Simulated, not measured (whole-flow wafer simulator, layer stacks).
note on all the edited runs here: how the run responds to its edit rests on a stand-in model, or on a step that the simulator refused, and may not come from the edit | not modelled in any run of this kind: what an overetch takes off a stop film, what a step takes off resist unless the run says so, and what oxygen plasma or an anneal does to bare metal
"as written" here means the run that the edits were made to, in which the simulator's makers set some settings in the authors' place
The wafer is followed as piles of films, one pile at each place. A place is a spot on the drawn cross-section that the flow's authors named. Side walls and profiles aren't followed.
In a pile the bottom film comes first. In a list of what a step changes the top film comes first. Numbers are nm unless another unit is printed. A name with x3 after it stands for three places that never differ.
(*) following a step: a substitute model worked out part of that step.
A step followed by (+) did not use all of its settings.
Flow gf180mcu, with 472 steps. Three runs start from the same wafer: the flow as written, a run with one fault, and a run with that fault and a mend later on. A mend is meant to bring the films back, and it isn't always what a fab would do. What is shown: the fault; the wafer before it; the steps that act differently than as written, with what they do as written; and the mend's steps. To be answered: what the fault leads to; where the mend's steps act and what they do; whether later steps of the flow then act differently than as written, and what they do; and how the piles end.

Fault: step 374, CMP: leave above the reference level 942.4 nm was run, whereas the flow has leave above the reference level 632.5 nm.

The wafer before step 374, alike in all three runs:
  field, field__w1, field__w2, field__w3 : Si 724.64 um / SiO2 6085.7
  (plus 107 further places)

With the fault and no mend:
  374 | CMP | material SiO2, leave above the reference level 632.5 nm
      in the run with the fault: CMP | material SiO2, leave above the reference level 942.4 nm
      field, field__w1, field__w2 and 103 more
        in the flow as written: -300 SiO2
        in the run with the fault: nothing
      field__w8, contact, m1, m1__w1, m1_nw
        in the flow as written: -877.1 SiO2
        in the run with the fault: -567.2 SiO2
  Steps later in the flow that act otherwise than as written (not shown: 14 more steps that differ only slightly, by at most 2% or 0.5 nm, whichever is larger):
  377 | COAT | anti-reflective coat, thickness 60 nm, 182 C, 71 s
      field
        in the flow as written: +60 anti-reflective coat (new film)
        in the run with the fault: +63.8 anti-reflective coat (new film)
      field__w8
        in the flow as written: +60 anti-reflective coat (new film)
        in the run with the fault: +54.2 anti-reflective coat (new film)
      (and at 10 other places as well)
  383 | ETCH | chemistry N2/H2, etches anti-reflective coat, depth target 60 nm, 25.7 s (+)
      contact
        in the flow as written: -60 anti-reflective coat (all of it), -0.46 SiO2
        in the run with the fault: -54.1 anti-reflective coat (all of it), -0.61 SiO2
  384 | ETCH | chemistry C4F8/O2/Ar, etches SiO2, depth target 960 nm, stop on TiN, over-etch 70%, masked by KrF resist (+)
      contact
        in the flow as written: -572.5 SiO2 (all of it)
        in the run with the fault: -882.2 SiO2 (all of it)
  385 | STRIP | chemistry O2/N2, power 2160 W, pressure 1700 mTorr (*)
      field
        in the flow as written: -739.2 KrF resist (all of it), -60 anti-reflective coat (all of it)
        in the run with the fault: -737.1 KrF resist (all of it), -63.8 anti-reflective coat (all of it)
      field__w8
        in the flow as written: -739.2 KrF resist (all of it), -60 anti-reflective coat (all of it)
        in the run with the fault: -738.3 KrF resist (all of it), -54.2 anti-reflective coat (all of it)
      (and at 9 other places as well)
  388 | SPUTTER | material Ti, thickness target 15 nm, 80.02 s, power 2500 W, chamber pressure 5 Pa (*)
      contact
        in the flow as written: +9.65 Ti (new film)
        in the run with the fault: +8.11 Ti (new film)
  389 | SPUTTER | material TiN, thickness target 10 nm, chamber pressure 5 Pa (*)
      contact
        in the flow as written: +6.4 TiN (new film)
        in the run with the fault: +5.38 TiN (new film)
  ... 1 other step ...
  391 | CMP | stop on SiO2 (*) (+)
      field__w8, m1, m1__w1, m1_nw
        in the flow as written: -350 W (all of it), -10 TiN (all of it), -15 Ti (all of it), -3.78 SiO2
        in the run with the fault: -350 W (all of it), -10 TiN (all of it), -15 Ti (all of it), -4.29 SiO2
  By the end, the piles at field, field__w1, field__w2 and 109 more depart from the flow's by more than 2% or 0.5 nm, whichever is larger.
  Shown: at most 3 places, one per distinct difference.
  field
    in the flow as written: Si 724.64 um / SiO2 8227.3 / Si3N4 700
    in the run with the fault: Si 724.64 um / SiO2 8527.3 / Si3N4 700
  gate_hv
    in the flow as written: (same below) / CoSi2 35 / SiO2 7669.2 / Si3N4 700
    in the run with the fault: (same below) / CoSi2 35 / SiO2 7969.2 / Si3N4 700
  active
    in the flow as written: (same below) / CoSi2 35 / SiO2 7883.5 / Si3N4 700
    in the run with the fault: (same below) / CoSi2 35 / SiO2 8183.5 / Si3N4 700

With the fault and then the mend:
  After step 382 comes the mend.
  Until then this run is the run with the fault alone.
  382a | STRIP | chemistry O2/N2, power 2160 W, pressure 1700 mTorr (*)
      field__w2, field__w3, field__w6 and 35 more
        -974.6 KrF resist (all of it), -60 anti-reflective coat (all of it)
      iso_ptap_pw, iso_ntap_nw, iso_nw_fld and 33 more
        -974.5 KrF resist (all of it), -60 anti-reflective coat (all of it)
      p_well, sti, spacer, sd_n, mim_1p0, pad, dice_street
        -974.5 KrF resist (all of it), -60.1 anti-reflective coat (all of it)
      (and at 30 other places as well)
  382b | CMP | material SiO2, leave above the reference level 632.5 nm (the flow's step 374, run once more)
      field, field__w1, field__w2 and 103 more
        -300 SiO2
      field__w8, contact, m1, m1__w1, m1_nw
        -309.9 SiO2
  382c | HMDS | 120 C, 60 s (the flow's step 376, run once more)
      does not change any film at any place that is followed
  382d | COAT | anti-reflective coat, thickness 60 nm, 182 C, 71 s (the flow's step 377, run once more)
      field, field__w1, field__w2 and 108 more
        +60 anti-reflective coat (new film)
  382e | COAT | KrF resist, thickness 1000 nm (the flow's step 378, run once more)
      field, field__w1, field__w2 and 108 more
        +1000 KrF resist (new film)
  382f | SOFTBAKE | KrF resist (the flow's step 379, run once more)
      does not change any film at any place that is followed
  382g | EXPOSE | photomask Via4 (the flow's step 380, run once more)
      does not change any film at any place that is followed
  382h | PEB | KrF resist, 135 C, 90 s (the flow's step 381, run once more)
      field, field__w1, field__w2 and 108 more
        -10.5 KrF resist
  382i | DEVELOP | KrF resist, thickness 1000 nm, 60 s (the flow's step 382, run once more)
      field, field__w1, field__w2 and 107 more
        -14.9 KrF resist
      contact
        -989.5 KrF resist (all of it)
  Later steps of the flow that are run all act as written at every place that is followed.
  At every place that both follow, the piles at the end match the flow's.
